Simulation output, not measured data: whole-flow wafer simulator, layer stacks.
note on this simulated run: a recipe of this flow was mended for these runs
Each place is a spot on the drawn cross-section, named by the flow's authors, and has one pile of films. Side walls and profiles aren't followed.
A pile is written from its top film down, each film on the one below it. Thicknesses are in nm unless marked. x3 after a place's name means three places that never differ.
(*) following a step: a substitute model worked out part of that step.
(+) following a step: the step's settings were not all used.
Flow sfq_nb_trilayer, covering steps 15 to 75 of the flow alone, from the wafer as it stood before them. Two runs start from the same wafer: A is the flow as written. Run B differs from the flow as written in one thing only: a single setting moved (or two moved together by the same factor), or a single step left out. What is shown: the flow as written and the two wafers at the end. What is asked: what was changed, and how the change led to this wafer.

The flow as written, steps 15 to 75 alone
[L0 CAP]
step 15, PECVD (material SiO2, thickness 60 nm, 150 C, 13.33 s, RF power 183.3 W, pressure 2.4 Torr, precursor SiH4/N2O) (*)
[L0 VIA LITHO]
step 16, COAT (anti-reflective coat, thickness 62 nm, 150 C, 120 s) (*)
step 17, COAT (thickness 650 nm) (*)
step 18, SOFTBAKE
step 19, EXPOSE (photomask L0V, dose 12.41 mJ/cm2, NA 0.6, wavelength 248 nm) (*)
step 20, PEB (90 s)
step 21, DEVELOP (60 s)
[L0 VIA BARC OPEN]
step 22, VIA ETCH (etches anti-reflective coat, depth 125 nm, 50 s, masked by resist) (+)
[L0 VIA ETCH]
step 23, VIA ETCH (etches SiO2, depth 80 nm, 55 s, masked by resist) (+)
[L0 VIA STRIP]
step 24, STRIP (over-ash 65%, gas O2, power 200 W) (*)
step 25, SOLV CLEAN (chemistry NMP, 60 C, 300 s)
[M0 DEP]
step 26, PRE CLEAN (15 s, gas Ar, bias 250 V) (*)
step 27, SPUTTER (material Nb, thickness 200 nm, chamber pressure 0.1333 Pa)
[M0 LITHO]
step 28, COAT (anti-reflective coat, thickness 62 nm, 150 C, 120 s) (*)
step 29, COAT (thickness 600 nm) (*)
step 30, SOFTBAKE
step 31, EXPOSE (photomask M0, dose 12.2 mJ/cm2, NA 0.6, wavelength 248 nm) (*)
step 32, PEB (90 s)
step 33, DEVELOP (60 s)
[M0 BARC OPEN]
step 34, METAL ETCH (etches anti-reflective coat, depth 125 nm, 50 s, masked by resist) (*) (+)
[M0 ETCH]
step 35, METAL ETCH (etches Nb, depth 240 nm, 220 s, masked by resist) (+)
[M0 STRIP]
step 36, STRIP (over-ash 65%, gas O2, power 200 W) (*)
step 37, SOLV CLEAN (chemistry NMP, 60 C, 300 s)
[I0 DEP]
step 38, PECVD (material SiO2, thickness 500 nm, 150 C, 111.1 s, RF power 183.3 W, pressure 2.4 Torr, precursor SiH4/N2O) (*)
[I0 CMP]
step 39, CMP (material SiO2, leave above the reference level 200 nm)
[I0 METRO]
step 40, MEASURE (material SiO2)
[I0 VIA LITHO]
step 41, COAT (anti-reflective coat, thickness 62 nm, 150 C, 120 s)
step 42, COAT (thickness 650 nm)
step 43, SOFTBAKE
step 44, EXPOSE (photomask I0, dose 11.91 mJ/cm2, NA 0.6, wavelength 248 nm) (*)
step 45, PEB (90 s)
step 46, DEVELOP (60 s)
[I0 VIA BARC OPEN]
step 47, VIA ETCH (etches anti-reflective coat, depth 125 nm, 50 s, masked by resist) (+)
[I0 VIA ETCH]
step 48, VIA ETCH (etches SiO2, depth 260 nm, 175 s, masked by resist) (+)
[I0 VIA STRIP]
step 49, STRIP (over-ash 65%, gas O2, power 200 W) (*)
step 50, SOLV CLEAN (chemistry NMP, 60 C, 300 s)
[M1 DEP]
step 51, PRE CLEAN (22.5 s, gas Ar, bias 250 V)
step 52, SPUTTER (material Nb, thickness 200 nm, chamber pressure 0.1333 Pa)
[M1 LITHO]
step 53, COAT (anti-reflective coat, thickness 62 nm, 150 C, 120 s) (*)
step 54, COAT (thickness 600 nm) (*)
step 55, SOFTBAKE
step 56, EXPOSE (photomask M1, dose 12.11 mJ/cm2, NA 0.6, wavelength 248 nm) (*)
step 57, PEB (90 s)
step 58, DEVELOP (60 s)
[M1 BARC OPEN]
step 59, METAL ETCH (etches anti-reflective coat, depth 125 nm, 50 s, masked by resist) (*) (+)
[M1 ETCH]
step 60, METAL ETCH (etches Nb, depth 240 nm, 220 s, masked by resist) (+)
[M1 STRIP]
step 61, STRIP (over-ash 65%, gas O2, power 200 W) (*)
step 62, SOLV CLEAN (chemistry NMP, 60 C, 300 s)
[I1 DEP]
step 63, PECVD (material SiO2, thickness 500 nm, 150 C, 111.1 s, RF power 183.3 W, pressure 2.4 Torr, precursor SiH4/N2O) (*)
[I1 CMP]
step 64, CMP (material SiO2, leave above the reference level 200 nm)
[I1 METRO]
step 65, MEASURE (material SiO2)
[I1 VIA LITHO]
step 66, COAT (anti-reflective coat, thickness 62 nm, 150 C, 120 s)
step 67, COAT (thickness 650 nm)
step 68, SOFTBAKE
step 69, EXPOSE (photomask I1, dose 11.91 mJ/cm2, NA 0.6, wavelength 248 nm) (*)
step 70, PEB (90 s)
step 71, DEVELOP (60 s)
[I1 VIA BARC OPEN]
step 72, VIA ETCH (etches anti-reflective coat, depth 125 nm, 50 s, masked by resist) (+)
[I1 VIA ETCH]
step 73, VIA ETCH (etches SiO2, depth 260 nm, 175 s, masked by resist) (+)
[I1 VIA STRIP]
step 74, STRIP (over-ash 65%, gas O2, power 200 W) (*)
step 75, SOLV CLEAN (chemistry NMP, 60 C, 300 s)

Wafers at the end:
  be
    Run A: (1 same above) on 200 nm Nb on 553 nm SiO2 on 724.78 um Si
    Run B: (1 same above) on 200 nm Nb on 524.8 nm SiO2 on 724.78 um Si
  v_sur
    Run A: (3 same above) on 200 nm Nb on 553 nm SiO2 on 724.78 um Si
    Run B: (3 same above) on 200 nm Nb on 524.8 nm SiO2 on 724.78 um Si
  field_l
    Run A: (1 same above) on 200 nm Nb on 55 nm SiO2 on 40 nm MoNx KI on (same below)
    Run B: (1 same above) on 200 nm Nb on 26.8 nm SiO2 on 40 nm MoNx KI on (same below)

The reason: step 15, PECVD: RF power 73.32 W was run, though the flow has RF power 183.3 W.

How this came from the change, step by step:
  step 15, PECVD (material SiO2, thickness 60 nm, 150 C, 13.33 s, RF power 183.3 W, pressure 2.4 Torr, precursor SiH4/N2O) (*)
      v_sur, via_wl, via_w and 97 more: A +60 SiO2 | B +31.8 SiO2
      field_l, l0_sur, l0v, l0r_line_l, l0r_line_c, l0r_line_r: A +60 SiO2 (new film) | B +31.8 SiO2 (new film)
  step 23, VIA ETCH (etches SiO2, depth 80 nm, 55 s, masked by resist) (+)
      l0v: A -59.7 SiO2 (all of it), -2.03 MoNx KI | B -31.5 SiO2 (all of it), -4.85 MoNx KI
  step 27, SPUTTER (material Nb, thickness 200 nm, chamber pressure 0.1333 Pa)
      l0v: A +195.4 Nb (new film) | B +200 Nb (new film)
  step 28, COAT (anti-reflective coat, thickness 62 nm, 150 C, 120 s) (*)
      ln_m6: A +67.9 anti-reflective coat (new film) | B +65.9 anti-reflective coat (new film)
      l0_sur: A +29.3 anti-reflective coat (new film) | B +37.8 anti-reflective coat (new film)
      (and at 1 other place as well)
  step 36, STRIP (over-ash 65%, gas O2, power 200 W) (*)
      ln_m6: A -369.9 KrF-resist-other-grade (all of it), -67.9 anti-reflective coat (all of it) | B -372.3 KrF-resist-other-grade (all of it), -65.9 anti-reflective coat (all of it)
      l0_sur: A -370 KrF-resist-other-grade (all of it), -29.3 anti-reflective coat (all of it) | B -365.5 KrF-resist-other-grade (all of it), -37.8 anti-reflective coat (all of it)
      (and at 1 other place as well)
  step 39, CMP (material SiO2, leave above the reference level 200 nm)
      l0v: A -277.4 SiO2 | B -307.4 SiO2
